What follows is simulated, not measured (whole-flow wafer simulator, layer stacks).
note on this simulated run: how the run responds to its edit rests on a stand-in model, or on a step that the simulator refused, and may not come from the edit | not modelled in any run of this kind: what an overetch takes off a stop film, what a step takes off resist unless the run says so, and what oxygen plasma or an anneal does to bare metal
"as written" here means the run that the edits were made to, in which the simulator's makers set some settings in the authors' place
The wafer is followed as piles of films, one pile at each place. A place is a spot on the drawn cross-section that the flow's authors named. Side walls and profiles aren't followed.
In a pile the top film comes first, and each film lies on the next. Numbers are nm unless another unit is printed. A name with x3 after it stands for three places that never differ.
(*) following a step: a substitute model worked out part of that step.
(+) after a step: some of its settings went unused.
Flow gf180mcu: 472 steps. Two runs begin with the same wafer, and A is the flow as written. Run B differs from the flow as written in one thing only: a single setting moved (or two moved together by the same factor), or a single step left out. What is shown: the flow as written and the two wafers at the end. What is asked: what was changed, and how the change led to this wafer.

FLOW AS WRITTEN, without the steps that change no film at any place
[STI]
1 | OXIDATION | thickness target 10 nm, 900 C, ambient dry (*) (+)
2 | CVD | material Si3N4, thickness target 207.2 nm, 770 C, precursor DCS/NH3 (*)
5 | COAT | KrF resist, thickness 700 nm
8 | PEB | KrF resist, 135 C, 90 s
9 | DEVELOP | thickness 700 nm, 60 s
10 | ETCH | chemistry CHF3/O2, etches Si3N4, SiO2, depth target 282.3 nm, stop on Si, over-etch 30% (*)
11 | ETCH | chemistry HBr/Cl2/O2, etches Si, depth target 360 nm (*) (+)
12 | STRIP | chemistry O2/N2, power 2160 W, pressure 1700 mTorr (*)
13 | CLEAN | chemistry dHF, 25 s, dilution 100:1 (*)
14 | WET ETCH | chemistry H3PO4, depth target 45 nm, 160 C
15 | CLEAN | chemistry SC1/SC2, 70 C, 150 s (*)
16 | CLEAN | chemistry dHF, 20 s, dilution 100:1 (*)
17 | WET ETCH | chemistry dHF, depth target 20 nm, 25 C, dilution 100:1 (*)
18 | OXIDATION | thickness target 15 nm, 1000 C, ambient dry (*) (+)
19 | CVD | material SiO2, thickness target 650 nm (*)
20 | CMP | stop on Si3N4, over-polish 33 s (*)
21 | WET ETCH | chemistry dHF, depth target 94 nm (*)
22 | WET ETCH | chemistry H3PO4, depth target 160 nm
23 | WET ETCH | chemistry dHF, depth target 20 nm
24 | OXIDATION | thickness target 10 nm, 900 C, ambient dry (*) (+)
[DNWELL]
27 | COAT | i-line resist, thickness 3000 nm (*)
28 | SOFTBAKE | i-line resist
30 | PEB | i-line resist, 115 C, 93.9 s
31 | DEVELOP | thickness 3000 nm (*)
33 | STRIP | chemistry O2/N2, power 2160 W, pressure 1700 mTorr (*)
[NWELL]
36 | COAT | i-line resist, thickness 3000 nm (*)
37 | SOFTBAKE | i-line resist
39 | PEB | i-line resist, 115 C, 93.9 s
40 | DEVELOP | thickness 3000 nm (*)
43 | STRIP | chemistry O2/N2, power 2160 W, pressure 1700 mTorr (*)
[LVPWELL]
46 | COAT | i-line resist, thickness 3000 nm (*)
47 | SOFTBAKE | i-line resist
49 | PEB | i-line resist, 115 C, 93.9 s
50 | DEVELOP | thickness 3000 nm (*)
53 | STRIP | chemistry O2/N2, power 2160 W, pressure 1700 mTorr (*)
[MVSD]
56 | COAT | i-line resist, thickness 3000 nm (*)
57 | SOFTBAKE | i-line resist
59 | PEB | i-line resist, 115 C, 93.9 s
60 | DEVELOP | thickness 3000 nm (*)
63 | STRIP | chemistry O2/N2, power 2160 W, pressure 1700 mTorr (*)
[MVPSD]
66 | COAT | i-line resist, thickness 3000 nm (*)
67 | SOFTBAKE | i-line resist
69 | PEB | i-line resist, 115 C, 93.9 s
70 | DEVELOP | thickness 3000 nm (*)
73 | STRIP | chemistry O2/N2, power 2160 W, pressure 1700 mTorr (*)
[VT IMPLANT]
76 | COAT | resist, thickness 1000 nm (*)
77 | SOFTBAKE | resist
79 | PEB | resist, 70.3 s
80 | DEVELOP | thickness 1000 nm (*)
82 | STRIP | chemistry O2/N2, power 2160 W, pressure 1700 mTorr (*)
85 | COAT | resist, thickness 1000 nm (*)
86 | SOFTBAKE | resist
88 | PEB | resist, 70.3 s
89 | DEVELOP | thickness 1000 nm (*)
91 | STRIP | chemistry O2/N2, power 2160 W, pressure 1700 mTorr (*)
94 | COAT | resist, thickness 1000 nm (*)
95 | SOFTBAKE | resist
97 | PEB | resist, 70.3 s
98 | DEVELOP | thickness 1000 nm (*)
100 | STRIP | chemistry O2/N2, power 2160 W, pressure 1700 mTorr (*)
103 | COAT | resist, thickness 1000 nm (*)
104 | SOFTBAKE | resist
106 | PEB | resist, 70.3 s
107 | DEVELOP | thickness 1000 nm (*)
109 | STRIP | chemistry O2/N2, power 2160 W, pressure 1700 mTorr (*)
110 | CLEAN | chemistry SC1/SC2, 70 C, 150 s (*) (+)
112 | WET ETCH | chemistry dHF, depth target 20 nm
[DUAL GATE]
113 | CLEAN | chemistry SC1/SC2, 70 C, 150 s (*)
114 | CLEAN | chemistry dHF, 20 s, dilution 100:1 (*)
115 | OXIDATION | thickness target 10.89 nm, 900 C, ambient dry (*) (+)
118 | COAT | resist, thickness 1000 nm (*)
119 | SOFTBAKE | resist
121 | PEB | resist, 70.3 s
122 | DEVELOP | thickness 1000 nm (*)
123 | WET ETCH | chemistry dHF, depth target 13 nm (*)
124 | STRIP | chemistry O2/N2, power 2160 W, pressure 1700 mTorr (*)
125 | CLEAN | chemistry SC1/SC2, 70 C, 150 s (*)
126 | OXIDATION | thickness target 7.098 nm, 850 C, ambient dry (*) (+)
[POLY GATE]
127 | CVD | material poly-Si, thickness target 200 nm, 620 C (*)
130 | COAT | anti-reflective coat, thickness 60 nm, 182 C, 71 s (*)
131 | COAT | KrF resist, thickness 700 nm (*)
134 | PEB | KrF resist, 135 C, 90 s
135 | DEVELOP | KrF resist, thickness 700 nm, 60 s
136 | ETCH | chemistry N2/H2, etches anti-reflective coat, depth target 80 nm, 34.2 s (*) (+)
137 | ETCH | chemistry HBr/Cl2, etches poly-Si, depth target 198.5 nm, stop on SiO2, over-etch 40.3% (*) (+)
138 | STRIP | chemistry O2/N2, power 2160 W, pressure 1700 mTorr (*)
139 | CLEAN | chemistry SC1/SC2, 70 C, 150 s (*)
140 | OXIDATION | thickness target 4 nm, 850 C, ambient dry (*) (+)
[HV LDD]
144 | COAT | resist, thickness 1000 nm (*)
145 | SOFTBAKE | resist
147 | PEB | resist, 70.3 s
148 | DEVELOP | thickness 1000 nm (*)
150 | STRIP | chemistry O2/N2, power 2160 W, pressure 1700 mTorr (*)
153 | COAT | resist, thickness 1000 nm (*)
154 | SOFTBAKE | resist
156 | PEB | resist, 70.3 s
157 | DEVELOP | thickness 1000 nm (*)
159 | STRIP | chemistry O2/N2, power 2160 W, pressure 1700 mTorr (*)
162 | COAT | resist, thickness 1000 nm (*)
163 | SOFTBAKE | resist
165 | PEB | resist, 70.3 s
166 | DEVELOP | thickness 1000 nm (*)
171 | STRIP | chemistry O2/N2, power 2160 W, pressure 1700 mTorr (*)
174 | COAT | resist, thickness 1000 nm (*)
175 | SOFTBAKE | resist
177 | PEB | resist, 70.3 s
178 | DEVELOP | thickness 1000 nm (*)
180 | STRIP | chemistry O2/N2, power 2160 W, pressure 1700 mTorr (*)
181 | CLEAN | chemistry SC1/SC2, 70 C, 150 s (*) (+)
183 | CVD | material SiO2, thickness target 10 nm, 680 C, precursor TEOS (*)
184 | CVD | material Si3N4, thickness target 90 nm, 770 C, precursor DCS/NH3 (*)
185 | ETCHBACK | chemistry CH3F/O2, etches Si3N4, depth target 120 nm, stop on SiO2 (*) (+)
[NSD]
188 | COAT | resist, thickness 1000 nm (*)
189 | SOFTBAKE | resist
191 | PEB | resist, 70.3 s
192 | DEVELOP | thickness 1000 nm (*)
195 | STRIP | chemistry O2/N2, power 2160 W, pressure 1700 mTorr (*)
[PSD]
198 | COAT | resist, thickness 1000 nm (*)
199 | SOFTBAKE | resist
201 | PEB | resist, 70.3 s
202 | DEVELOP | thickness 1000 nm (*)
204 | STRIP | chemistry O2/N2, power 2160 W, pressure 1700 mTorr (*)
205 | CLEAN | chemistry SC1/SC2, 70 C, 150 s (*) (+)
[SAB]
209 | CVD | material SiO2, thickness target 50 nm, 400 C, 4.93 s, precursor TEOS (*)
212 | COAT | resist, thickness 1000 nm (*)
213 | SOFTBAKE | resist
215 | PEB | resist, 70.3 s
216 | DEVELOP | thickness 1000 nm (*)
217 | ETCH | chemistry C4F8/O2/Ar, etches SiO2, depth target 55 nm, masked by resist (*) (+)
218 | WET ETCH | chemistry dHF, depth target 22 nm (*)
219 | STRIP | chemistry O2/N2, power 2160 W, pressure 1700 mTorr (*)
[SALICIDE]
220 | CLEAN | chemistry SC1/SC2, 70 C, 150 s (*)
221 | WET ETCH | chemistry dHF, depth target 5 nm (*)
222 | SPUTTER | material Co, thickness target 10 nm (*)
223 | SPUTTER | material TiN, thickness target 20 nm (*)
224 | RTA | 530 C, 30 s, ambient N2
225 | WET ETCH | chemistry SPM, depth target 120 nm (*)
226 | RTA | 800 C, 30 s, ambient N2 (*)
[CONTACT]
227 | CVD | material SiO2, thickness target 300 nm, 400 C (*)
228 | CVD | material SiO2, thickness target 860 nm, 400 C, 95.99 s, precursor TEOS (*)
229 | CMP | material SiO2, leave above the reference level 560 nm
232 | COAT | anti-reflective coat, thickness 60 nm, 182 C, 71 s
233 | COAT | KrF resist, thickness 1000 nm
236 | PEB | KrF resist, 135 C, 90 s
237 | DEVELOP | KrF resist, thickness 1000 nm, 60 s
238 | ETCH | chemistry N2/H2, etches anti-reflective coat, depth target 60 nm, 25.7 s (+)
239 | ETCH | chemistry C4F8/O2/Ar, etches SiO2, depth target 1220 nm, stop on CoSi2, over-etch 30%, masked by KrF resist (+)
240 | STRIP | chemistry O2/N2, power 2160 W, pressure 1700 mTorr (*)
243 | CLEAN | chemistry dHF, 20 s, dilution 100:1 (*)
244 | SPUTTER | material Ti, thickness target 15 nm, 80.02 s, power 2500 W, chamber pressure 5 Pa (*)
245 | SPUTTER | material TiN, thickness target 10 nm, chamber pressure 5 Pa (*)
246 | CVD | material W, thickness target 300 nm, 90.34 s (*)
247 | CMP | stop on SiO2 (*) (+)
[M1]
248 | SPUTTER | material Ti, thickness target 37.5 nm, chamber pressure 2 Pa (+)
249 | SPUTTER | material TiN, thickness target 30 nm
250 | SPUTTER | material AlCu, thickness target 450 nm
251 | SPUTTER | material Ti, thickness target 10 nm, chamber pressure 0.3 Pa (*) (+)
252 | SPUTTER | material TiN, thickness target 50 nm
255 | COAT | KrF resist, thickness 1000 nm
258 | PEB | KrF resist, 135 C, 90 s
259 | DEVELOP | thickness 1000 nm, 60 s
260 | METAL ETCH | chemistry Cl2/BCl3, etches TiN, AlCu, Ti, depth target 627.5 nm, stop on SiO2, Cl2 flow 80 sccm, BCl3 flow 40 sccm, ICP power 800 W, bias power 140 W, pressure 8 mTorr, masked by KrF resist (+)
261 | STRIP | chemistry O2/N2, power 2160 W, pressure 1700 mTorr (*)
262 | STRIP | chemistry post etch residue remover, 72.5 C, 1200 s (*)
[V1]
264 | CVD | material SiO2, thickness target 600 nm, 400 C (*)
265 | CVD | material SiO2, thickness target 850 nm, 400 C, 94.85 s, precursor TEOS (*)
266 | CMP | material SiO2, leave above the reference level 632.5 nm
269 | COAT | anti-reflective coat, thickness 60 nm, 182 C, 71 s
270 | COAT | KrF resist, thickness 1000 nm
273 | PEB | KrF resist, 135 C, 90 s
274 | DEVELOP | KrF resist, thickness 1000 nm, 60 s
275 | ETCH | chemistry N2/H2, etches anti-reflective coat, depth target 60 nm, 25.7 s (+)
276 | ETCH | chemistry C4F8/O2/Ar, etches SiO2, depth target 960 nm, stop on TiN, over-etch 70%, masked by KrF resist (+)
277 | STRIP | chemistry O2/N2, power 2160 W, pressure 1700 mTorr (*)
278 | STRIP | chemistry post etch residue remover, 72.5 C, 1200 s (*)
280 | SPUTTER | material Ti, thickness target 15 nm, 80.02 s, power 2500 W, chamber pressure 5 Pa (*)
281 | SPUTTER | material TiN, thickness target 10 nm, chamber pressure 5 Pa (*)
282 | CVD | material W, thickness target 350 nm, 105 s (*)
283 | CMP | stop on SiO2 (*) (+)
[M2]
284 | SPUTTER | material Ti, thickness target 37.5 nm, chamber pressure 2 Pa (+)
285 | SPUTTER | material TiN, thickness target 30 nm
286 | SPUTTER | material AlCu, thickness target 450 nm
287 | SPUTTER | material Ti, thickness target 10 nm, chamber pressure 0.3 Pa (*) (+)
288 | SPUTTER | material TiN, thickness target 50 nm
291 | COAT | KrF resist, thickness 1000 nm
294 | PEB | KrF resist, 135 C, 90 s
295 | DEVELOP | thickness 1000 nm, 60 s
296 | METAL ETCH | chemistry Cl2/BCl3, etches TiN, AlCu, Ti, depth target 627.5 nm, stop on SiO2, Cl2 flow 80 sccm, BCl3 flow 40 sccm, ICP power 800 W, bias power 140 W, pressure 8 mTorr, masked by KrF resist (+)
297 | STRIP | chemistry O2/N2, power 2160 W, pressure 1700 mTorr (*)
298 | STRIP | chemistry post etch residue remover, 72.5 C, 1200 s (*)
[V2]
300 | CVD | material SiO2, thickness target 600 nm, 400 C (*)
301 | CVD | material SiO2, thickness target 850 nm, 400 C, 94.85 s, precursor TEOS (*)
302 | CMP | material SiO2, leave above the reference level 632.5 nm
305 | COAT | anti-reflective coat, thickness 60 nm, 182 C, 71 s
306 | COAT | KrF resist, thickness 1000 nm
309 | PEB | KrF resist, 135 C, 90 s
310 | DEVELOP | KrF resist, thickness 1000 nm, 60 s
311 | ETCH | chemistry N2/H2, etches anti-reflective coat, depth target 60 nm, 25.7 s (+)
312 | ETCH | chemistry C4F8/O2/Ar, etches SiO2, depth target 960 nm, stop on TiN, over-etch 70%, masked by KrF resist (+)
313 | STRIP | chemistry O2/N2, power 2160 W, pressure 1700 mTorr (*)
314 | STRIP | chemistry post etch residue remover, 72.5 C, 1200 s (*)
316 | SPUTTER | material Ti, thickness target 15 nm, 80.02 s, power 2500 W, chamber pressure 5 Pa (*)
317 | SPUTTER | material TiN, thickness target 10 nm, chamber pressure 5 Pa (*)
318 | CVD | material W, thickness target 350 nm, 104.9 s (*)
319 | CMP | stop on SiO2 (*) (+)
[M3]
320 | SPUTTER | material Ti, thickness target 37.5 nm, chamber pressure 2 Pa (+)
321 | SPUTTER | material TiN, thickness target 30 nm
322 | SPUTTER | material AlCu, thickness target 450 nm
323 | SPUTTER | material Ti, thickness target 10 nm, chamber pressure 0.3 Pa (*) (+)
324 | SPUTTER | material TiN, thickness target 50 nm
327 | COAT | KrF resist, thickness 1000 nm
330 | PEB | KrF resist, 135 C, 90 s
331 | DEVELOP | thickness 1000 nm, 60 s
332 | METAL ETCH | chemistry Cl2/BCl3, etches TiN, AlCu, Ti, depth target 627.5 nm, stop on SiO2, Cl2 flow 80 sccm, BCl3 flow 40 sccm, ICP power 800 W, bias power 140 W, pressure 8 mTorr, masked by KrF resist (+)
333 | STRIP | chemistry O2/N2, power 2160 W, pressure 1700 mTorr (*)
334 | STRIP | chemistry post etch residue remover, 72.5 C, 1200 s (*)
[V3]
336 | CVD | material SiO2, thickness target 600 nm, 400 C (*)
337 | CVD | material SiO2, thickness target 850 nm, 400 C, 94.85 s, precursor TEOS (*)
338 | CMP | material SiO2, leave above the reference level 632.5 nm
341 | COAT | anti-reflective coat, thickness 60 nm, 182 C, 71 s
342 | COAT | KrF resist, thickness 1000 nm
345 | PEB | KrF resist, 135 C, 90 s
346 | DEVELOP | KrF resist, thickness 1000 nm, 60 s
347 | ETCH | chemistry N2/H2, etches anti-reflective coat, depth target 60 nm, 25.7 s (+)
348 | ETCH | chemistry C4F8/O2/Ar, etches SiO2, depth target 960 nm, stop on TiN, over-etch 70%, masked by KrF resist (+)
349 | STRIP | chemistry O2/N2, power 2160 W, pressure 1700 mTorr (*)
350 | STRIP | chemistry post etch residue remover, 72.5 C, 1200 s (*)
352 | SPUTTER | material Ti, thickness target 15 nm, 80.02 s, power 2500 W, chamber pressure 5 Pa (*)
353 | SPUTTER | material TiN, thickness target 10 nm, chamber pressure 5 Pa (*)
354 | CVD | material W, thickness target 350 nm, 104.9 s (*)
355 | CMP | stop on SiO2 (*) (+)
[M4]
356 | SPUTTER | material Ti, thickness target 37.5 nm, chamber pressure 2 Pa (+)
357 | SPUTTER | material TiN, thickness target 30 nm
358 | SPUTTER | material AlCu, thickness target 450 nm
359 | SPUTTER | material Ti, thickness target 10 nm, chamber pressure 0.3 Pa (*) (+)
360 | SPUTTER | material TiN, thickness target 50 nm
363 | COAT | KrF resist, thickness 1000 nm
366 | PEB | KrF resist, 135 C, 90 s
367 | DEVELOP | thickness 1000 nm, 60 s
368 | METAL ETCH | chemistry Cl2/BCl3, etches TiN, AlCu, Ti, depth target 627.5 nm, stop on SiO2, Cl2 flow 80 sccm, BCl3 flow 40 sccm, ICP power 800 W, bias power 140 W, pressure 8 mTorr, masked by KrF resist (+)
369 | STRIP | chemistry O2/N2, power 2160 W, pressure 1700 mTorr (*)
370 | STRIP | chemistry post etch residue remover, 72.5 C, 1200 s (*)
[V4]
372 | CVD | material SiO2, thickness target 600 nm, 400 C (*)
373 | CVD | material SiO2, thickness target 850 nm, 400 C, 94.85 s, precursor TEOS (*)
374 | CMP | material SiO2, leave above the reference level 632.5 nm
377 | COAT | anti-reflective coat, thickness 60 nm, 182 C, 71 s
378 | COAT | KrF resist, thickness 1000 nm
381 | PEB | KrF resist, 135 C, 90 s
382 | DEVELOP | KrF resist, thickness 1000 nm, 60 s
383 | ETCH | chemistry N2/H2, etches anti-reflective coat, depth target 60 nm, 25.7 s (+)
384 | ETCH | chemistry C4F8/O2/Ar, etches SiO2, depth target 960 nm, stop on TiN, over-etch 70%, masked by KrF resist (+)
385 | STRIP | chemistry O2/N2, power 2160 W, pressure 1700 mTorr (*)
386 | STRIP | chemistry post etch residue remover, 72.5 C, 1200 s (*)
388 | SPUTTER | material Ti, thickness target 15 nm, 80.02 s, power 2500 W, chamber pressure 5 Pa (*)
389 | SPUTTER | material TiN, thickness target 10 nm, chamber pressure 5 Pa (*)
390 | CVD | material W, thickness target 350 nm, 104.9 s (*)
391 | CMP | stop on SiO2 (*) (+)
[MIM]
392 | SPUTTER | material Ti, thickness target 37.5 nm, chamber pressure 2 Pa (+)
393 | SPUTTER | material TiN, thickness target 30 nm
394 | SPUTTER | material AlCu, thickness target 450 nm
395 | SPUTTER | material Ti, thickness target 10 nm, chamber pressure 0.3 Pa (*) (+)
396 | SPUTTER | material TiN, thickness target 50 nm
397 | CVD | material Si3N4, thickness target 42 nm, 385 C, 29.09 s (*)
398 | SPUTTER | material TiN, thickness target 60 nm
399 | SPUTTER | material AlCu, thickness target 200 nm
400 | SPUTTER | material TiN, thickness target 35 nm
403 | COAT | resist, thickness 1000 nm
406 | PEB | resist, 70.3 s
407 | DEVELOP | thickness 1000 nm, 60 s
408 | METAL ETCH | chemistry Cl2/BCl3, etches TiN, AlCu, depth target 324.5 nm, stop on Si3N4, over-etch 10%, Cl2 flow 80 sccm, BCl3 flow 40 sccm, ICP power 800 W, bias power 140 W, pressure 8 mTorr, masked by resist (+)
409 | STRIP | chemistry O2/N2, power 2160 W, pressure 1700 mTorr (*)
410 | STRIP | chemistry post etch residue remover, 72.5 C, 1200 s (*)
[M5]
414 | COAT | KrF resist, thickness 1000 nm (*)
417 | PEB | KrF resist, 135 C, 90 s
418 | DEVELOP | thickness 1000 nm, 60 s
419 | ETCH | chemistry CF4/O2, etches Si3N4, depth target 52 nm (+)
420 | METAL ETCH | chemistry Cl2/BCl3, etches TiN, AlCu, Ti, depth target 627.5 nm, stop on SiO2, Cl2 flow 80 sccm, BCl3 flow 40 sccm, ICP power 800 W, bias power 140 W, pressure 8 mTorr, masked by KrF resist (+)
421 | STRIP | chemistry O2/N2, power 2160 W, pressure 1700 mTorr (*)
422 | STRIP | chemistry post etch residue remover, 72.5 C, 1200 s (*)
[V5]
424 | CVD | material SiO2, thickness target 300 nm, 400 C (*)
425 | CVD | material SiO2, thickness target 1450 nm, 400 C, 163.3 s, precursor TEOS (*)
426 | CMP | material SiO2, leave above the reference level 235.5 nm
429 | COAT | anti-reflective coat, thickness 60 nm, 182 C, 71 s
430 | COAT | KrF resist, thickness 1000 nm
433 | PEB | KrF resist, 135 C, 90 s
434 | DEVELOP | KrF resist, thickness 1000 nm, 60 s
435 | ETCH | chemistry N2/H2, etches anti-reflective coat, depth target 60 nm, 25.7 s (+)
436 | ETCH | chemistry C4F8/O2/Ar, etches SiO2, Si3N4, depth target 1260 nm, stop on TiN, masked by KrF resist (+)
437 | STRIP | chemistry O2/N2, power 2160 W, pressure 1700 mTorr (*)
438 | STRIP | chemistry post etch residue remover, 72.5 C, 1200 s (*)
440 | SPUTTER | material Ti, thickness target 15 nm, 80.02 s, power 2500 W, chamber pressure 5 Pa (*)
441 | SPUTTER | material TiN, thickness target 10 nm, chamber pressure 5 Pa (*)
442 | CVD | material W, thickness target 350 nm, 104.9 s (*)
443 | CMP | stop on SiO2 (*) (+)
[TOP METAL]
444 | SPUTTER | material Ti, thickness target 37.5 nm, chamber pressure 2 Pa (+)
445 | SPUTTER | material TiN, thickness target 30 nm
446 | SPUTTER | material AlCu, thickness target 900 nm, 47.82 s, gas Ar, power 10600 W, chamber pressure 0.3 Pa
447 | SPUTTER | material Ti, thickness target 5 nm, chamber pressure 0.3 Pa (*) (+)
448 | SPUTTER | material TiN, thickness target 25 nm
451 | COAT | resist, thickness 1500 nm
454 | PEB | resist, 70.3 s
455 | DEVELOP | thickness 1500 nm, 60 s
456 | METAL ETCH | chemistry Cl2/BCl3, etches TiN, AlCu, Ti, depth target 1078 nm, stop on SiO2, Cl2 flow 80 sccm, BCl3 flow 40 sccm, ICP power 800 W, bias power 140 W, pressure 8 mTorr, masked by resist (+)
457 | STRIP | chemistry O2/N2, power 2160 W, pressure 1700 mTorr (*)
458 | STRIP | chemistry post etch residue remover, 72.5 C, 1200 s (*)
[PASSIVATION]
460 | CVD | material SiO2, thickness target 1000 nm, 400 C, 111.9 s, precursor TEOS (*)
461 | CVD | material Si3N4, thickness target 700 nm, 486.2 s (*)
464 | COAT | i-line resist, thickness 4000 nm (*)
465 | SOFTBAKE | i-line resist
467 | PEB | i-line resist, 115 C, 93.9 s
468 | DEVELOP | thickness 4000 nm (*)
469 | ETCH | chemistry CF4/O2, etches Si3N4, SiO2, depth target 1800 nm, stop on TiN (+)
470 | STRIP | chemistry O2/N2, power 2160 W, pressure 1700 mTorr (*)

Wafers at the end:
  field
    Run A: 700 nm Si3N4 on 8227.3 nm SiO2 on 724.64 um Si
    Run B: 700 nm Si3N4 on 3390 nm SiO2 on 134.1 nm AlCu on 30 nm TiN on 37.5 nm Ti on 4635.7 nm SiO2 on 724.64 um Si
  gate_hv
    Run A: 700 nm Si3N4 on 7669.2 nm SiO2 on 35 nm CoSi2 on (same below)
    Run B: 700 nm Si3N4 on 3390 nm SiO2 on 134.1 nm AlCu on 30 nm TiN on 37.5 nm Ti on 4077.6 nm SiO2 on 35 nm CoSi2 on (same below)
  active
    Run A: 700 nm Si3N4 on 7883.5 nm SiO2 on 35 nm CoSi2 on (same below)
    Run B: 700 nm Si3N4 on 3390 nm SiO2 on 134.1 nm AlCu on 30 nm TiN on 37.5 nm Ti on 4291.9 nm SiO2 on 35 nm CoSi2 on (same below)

Cause: step 368, METAL ETCH: depth target 370.2 nm was run, though the flow has depth target 627.5 nm.

The path from the change to this, step by step:
  368 | METAL ETCH | chemistry Cl2/BCl3, etches TiN, AlCu, Ti, depth target 627.5 nm, stop on SiO2, Cl2 flow 80 sccm, BCl3 flow 40 sccm, ICP power 800 W, bias power 140 W, pressure 8 mTorr, masked by KrF resist (+)
      field, field__w1, field__w2 and 103 more: A -50 TiN (all of it), -10 Ti (all of it), -450 AlCu (all of it), -30 TiN (all of it), -37.5 Ti (all of it) | B -50 TiN (all of it), -10 Ti (all of it), -310.2 AlCu
      field__w8, contact, m1, m1__w1, m1_nw: A -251 KrF resist | B -148.1 KrF resist
  369 | STRIP | chemistry O2/N2, power 2160 W, pressure 1700 mTorr (*)
      field__w8, contact, m1, m1__w1, m1_nw: A -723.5 KrF resist (all of it) | B -826.4 KrF resist (all of it)
  370 | STRIP | chemistry post etch residue remover, 72.5 C, 1200 s (*)
      field, field__w1, field__w2 and 103 more: A nothing | B -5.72 AlCu
  372 | CVD | material SiO2, thickness target 600 nm, 400 C (*)
      field, field__w1, field__w2 and 103 more: A +600 SiO2 | B +600 SiO2 (new film)
  374 | CMP | material SiO2, leave above the reference level 632.5 nm
      field, field__w1, field__w2 and 103 more: A -300 SiO2 | B -501.6 SiO2
With metal films that touch counted as one body, field has 1 body; the flow as written gives 0 bodies.
With metal films that touch counted as one body, gate_hv has 2 bodies (between them, from the top down: SiO2 4077.6); the flow as written gives 1 body.
With metal films that touch counted as one body, active has 2 bodies (between them, from the top down: SiO2 4291.9); the flow as written gives 1 body.
